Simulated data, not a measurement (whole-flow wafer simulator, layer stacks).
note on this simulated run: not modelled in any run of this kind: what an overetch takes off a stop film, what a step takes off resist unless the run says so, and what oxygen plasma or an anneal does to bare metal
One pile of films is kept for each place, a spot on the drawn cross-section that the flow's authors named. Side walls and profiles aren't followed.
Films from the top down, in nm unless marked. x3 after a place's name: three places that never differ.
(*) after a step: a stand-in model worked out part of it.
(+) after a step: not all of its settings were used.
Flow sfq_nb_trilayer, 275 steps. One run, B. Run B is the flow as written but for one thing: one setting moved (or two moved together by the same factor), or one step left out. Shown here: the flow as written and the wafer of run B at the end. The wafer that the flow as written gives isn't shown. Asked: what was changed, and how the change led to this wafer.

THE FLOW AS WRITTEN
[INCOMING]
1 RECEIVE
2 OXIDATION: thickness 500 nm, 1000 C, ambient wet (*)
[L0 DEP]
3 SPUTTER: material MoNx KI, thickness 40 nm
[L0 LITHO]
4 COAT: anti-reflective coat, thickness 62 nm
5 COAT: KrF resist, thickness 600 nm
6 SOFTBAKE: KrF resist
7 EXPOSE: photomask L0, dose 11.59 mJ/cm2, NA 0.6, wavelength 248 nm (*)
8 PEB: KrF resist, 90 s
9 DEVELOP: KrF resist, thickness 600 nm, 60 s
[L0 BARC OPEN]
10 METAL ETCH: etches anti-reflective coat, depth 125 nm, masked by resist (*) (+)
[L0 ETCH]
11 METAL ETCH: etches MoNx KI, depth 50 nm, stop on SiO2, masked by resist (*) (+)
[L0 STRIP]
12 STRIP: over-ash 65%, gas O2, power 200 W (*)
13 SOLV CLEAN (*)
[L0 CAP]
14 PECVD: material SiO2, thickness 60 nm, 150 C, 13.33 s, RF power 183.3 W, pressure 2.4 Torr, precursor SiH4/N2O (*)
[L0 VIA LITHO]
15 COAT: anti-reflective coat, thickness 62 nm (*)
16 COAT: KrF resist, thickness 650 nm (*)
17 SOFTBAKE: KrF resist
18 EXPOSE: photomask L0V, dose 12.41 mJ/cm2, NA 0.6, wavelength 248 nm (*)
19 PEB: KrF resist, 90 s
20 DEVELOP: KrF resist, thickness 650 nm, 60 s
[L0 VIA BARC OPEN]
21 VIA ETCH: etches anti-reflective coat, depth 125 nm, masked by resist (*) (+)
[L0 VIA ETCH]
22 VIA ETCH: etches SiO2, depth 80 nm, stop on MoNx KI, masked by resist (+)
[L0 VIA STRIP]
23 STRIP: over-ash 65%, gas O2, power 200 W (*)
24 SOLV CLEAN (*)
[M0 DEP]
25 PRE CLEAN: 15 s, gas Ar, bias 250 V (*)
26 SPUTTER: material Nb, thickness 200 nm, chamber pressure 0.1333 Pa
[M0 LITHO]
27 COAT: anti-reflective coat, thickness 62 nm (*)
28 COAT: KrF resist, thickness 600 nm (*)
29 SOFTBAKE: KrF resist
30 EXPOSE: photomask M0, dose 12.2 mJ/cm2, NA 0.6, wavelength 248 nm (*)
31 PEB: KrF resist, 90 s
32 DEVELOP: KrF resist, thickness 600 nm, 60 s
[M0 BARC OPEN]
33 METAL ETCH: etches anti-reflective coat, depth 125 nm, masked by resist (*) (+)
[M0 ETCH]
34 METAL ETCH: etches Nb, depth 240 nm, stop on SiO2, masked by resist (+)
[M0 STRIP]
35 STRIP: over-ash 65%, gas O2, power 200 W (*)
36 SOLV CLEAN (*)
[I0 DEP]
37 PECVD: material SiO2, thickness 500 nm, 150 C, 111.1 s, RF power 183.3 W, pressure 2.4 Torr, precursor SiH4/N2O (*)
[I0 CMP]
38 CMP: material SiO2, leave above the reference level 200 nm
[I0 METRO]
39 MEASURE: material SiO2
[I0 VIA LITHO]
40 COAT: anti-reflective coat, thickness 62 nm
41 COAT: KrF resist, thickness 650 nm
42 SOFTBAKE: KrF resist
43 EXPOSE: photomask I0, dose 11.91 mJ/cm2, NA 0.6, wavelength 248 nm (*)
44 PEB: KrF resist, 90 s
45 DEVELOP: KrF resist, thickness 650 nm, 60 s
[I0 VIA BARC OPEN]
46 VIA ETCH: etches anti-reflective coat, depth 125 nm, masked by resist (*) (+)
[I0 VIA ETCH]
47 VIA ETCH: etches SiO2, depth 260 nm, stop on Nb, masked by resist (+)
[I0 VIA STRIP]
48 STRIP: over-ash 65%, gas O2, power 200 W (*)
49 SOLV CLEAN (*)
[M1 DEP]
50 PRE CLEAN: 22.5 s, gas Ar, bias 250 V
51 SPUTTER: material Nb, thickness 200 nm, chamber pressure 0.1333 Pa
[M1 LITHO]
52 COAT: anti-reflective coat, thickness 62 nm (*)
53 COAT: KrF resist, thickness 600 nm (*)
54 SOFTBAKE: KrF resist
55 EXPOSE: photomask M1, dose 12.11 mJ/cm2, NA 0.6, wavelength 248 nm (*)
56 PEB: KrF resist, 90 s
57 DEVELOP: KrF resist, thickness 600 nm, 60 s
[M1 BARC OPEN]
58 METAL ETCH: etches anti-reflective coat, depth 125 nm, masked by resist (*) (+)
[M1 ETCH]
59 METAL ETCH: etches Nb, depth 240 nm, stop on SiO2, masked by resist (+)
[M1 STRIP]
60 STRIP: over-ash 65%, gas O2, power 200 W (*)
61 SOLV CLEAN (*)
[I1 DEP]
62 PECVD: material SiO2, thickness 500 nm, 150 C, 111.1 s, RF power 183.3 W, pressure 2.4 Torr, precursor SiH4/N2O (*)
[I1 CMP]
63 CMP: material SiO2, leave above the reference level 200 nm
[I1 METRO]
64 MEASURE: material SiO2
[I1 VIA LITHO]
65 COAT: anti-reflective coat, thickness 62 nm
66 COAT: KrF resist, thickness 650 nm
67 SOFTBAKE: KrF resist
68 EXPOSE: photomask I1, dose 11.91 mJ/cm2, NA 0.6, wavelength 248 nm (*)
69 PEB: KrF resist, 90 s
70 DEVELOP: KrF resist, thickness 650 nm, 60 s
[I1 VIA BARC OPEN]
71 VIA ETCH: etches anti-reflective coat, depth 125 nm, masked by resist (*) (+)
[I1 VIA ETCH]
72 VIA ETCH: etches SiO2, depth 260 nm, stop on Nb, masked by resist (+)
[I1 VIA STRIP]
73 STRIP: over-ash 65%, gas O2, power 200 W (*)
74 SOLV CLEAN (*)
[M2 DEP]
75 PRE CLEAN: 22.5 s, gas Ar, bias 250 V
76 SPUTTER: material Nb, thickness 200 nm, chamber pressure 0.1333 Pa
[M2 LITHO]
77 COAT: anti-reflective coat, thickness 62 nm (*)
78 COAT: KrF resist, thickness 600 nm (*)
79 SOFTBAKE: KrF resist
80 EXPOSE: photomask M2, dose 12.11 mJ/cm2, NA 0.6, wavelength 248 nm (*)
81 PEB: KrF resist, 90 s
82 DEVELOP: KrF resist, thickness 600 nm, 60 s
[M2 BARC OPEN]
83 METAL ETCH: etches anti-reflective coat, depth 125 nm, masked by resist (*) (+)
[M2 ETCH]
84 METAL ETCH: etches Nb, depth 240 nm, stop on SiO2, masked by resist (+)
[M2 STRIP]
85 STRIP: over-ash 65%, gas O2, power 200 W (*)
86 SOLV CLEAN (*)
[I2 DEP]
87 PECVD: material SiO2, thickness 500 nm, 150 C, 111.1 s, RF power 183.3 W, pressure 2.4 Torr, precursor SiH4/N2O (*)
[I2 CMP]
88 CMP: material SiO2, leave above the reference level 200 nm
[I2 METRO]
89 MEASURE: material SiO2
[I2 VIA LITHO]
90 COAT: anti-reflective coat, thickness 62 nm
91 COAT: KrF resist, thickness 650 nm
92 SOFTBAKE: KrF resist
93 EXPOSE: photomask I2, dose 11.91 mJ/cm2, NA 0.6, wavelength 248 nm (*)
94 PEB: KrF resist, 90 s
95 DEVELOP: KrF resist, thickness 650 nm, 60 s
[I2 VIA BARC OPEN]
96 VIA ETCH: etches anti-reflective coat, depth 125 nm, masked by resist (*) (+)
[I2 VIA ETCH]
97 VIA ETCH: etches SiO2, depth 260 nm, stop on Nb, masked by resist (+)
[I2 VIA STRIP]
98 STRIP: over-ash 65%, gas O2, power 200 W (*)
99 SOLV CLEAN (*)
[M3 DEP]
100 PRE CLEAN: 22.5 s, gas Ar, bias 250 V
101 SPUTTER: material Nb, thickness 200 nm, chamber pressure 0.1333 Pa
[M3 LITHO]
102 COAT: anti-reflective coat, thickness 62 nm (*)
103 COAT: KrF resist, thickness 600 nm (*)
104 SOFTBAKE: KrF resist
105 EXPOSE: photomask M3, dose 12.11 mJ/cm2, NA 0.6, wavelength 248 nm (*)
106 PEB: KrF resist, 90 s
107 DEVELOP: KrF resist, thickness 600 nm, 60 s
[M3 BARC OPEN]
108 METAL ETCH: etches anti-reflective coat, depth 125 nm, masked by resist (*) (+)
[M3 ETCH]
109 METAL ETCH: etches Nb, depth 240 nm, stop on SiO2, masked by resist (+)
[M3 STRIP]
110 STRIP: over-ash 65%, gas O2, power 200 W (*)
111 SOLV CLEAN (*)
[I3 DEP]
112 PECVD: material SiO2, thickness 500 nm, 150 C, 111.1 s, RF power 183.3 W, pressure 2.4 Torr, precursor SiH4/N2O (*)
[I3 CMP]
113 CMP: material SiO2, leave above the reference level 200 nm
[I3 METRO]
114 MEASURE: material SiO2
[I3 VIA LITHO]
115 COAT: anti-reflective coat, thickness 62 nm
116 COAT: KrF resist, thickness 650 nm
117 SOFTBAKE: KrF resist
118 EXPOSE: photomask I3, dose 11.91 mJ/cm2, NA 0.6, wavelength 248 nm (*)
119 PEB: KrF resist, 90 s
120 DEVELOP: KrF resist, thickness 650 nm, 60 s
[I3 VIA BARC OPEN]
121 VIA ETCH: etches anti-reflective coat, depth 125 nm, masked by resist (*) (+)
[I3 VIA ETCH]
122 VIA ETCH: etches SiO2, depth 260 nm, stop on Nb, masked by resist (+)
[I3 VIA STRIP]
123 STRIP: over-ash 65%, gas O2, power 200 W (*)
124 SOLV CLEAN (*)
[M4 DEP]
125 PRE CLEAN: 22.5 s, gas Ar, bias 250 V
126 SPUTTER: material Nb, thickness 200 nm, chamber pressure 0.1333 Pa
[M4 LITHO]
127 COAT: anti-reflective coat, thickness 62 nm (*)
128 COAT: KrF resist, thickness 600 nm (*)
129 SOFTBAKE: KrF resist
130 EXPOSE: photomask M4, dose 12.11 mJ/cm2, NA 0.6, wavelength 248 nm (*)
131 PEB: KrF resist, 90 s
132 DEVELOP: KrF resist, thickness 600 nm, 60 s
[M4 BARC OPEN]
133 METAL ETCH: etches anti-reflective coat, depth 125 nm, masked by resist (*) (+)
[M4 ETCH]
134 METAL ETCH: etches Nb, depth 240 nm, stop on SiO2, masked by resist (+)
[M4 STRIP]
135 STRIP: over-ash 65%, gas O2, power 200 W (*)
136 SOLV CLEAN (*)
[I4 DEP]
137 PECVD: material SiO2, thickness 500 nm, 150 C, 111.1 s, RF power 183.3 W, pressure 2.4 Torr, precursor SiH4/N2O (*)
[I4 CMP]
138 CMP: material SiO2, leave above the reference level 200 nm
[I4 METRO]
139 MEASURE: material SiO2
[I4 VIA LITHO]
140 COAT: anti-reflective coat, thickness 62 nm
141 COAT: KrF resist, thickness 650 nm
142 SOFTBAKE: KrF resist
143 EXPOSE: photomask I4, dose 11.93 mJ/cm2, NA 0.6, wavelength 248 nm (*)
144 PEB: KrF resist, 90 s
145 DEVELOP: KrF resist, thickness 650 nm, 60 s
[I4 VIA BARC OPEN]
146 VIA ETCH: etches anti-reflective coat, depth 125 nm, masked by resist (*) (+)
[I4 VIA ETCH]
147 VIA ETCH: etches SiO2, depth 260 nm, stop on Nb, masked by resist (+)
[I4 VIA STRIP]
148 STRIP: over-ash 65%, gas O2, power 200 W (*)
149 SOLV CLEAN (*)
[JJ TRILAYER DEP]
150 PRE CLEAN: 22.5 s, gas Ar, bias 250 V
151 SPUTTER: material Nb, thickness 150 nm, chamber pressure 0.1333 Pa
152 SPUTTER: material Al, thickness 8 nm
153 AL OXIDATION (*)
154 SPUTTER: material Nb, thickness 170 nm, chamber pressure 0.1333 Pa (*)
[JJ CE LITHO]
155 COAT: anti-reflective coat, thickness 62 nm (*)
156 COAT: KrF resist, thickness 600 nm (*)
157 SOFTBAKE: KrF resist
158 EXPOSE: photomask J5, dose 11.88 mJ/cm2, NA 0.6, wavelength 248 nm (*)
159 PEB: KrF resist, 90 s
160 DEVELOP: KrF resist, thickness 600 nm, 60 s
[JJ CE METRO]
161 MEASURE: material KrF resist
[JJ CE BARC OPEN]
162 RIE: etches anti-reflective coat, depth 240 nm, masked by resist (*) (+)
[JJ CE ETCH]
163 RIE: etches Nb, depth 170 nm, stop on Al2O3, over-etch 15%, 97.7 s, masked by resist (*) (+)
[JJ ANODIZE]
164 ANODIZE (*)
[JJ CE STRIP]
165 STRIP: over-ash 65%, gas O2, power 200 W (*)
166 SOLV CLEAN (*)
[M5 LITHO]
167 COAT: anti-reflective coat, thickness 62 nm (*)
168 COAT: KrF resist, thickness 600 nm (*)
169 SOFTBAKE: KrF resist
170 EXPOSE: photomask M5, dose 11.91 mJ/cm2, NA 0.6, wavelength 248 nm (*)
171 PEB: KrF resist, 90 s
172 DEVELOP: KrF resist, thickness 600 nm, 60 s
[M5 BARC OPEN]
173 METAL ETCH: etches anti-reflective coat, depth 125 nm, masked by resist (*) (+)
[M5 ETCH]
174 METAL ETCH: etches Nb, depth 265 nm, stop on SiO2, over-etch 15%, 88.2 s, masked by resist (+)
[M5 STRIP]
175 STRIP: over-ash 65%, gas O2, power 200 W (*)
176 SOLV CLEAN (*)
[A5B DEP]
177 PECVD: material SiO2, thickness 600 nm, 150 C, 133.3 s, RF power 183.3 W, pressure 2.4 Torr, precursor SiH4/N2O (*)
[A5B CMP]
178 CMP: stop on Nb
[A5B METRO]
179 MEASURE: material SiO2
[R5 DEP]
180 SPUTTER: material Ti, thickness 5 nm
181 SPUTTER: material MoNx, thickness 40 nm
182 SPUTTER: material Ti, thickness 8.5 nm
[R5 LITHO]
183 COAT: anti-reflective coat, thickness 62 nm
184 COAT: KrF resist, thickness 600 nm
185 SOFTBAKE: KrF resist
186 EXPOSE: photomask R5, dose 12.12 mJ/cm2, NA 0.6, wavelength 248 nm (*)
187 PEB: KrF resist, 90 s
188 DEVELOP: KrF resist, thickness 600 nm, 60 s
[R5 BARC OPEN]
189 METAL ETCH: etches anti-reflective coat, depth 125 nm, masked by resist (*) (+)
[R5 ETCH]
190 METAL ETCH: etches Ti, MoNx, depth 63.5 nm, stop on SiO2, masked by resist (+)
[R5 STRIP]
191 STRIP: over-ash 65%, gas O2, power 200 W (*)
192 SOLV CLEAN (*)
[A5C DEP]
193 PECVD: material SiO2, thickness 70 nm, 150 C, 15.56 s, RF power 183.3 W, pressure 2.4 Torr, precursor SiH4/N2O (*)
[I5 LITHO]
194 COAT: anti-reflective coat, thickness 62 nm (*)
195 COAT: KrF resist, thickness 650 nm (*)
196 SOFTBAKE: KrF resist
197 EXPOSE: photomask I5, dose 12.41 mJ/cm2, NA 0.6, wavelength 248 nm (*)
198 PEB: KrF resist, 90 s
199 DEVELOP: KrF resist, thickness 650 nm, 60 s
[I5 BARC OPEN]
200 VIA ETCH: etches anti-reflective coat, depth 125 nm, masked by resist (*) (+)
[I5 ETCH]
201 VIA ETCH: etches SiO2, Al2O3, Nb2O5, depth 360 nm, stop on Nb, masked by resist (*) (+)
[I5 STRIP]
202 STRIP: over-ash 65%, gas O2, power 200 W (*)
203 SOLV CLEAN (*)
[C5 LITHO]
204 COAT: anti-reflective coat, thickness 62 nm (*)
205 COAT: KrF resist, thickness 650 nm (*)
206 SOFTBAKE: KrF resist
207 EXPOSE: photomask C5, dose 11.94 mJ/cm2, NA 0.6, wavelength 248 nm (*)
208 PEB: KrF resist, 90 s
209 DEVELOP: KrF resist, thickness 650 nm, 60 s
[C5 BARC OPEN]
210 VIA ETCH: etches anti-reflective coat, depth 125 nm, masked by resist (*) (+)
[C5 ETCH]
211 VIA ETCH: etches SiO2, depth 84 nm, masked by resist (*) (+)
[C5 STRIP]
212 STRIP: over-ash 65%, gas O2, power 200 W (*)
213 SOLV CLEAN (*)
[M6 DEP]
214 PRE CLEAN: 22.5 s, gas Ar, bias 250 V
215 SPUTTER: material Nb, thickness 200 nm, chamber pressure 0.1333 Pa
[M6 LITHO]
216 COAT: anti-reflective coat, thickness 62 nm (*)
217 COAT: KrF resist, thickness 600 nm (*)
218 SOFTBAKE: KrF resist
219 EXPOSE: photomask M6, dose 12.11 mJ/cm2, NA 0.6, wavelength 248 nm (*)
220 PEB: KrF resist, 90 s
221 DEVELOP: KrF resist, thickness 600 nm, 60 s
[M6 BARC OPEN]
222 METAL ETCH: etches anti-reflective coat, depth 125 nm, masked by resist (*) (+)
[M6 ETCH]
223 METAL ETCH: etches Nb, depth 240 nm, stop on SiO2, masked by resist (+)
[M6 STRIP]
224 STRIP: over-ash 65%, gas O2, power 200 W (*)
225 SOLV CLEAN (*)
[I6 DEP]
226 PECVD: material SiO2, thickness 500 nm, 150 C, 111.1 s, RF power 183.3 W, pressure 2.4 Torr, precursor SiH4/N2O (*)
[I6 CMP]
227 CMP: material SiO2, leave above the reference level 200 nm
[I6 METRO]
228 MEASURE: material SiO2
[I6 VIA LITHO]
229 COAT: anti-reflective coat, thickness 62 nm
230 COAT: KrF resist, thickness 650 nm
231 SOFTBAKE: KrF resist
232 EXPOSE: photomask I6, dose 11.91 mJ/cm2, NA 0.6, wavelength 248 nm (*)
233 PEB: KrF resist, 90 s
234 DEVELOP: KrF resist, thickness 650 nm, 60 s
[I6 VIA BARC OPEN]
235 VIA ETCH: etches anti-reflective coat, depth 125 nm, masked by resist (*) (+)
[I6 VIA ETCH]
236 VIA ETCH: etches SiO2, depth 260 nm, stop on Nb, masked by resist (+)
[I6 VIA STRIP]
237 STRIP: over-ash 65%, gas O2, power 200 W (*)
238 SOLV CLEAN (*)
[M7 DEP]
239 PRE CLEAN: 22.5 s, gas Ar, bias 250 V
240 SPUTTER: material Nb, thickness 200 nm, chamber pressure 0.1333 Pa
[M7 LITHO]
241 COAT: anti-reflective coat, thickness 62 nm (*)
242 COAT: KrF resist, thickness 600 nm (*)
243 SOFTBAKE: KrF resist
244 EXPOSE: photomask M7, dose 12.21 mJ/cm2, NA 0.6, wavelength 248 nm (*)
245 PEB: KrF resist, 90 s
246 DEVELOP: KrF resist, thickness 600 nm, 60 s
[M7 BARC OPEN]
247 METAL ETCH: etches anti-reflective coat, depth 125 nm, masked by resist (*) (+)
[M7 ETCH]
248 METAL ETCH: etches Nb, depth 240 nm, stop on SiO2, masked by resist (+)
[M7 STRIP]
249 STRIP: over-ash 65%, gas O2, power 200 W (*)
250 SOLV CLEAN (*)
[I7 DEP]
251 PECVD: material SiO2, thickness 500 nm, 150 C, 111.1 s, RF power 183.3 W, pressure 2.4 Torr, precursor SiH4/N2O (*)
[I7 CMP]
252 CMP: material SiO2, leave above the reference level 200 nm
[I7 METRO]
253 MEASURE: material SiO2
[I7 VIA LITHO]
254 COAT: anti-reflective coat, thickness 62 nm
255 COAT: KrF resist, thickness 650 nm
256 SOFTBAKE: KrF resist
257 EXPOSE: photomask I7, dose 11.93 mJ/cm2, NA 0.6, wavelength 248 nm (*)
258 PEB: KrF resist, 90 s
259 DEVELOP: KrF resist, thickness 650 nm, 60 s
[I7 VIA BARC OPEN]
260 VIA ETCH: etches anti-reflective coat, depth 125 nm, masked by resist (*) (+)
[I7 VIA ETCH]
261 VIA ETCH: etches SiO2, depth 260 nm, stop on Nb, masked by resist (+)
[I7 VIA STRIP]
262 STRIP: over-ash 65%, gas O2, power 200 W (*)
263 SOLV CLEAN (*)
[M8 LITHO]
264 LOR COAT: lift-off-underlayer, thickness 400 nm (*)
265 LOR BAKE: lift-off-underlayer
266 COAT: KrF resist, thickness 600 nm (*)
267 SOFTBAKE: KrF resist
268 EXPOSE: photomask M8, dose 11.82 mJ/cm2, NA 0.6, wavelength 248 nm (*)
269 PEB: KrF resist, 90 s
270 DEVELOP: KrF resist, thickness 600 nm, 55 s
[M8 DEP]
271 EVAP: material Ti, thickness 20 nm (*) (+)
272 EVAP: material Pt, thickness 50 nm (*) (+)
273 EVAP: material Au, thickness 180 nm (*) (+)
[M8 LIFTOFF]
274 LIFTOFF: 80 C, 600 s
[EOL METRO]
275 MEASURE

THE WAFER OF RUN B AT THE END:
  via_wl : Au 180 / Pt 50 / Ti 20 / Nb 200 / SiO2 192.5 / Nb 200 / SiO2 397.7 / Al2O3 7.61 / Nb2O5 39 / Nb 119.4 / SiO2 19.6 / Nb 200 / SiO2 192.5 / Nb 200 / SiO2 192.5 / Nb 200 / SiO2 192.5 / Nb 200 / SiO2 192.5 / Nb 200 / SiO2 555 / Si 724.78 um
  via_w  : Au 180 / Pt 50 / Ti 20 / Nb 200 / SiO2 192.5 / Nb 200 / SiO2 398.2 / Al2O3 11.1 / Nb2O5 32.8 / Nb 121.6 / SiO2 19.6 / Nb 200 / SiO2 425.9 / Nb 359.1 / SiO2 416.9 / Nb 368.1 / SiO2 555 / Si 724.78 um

The cause: step 147, VIA ETCH: depth 172.7 nm was run, where the flow has depth 260 nm.

How the change led to this, step by step:
  147 VIA ETCH: etches SiO2, depth 260 nm, stop on Nb, masked by resist (+)
      via_wl, via_w, via_wr: SiO2 -172.7 (as written it would be: SiO2 -199.8 (all of it))
      field_l, v_sur, via_sp and 100 more: KrF resist -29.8 (as written it would be: KrF resist -44.8)
  148 STRIP: over-ash 65%, gas O2, power 200 W (*)
      field_l, v_sur, via_sp and 100 more: KrF resist -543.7 (all of it), anti-reflective coat -62 (all of it) (as written it would be: KrF resist -528.6 (all of it), anti-reflective coat -62 (all of it))
  150 PRE CLEAN: 22.5 s, gas Ar, bias 250 V
      via_wl, via_w, via_wr: SiO2 -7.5 (as written it would be: Nb -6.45)
  151 SPUTTER: material Nb, thickness 150 nm, chamber pressure 0.1333 Pa
      via_wl, via_w, via_wr: Nb +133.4 (new film) (as written it would be: Nb +130.4)
  154 SPUTTER: material Nb, thickness 170 nm, chamber pressure 0.1333 Pa (*)
      via_wl, via_wr: Nb +145.2 (new film) (as written it would be: Nb +140.7 (new film))
      via_w: Nb +145.6 (new film) (as written it would be: Nb +141 (new film))
  155 COAT: anti-reflective coat, thickness 62 nm (*)
      via_wl, via_wr: anti-reflective coat +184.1 (new film) (as written it would be: anti-reflective coat +209.4 (new film))
      v_sur: anti-reflective coat +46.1 (new film) (as written it would be: anti-reflective coat +45.1 (new film))
      (and at 1 more place)
  156 COAT: KrF resist, thickness 600 nm (*)
      via_w: KrF resist +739 (new film) (as written it would be: KrF resist +763.8 (new film))
  160 DEVELOP: KrF resist, thickness 600 nm, 60 s
      via_w: KrF resist -737.4 (all of it) (as written it would be: KrF resist -762.1 (all of it))
  162 RIE: etches anti-reflective coat, depth 240 nm, masked by resist (*) (+)
      ce_l, c5j, ce_r, wl_jj: KrF resist -184.1 (as written it would be: KrF resist -209.4)
      via_wl, via_wr: anti-reflective coat -184.1 (all of it) (as written it would be: anti-reflective coat -209.4 (all of it))
      (and at 2 more places)
  163 RIE: etches Nb, depth 170 nm, stop on Al2O3, over-etch 15%, 97.7 s, masked by resist (*) (+)
      via_wl, via_wr: Nb -145.2 (all of it), Al2O3 -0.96 (all of it) (as written it would be: Nb -140.7 (all of it), Al2O3 -0.96 (all of it))
      via_w: Nb -145.6 (all of it), Al2O3 -0.96 (all of it) (as written it would be: Nb -141 (all of it), Al2O3 -0.96 (all of it))
  165 STRIP: over-ash 65%, gas O2, power 200 W (*)
      ce_l: KrF resist -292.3 (all of it), anti-reflective coat -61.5 (all of it) (as written it would be: KrF resist -266.8 (all of it), anti-reflective coat -61.4 (all of it))
      c5j: KrF resist -292.3 (all of it), anti-reflective coat -61.5 (all of it) (as written it would be: KrF resist -266.9 (all of it), anti-reflective coat -61.5 (all of it))
      (and at 2 more places)
  167 COAT: anti-reflective coat, thickness 62 nm (*)
      via_wl: anti-reflective coat +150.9 (new film) (as written it would be: anti-reflective coat +170.5 (new film))
      via_wr: anti-reflective coat +151 (new film) (as written it would be: anti-reflective coat +170.6 (new film))
      (and at 2 more places)
  168 COAT: KrF resist, thickness 600 nm (*)
      via_w: KrF resist +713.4 (new film) (as written it would be: KrF resist +732.6 (new film))
  175 STRIP: over-ash 65%, gas O2, power 200 W (*)
      via_wl: KrF resist -424.4 (all of it), anti-reflective coat -150.9 (all of it) (as written it would be: KrF resist -427 (all of it), anti-reflective coat -170.5 (all of it))
      via_w: KrF resist -484.3 (all of it), anti-reflective coat -82.5 (all of it) (as written it would be: KrF resist -503.5 (all of it), anti-reflective coat -84.1 (all of it))
      (and at 3 more places)
  178 CMP: stop on Nb
      via_wl, via_wr: SiO2 -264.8 (as written it would be: SiO2 -235.7)
      via_w: SiO2 -264.3 (as written it would be: SiO2 -235.2)
Counting metal films that touch as one body, via_wl has 8 bodies (between them, from the top down: SiO2 192.5; SiO2 397.7 / Al2O3 7.61 / Nb2O5 39; SiO2 19.6; SiO2 192.5; SiO2 192.5; SiO2 192.5; SiO2 192.5); the flow as written gives 7 bodies (between them, from the top down: SiO2 192.5; SiO2 426.8 / Al2O3 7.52 / Nb2O5 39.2; SiO2 192.5; SiO2 192.5; SiO2 192.5; SiO2 192.5).
Counting metal films that touch as one body, via_w has 6 bodies (between them, from the top down: SiO2 192.5; SiO2 398.2 / Al2O3 11.1 / Nb2O5 32.8; SiO2 19.6; SiO2 425.9; SiO2 416.9); the flow as written gives 5 bodies (between them, from the top down: SiO2 192.5; SiO2 427.3 / Al2O3 10.8 / Nb2O5 33.3; SiO2 425.9; SiO2 416.9).
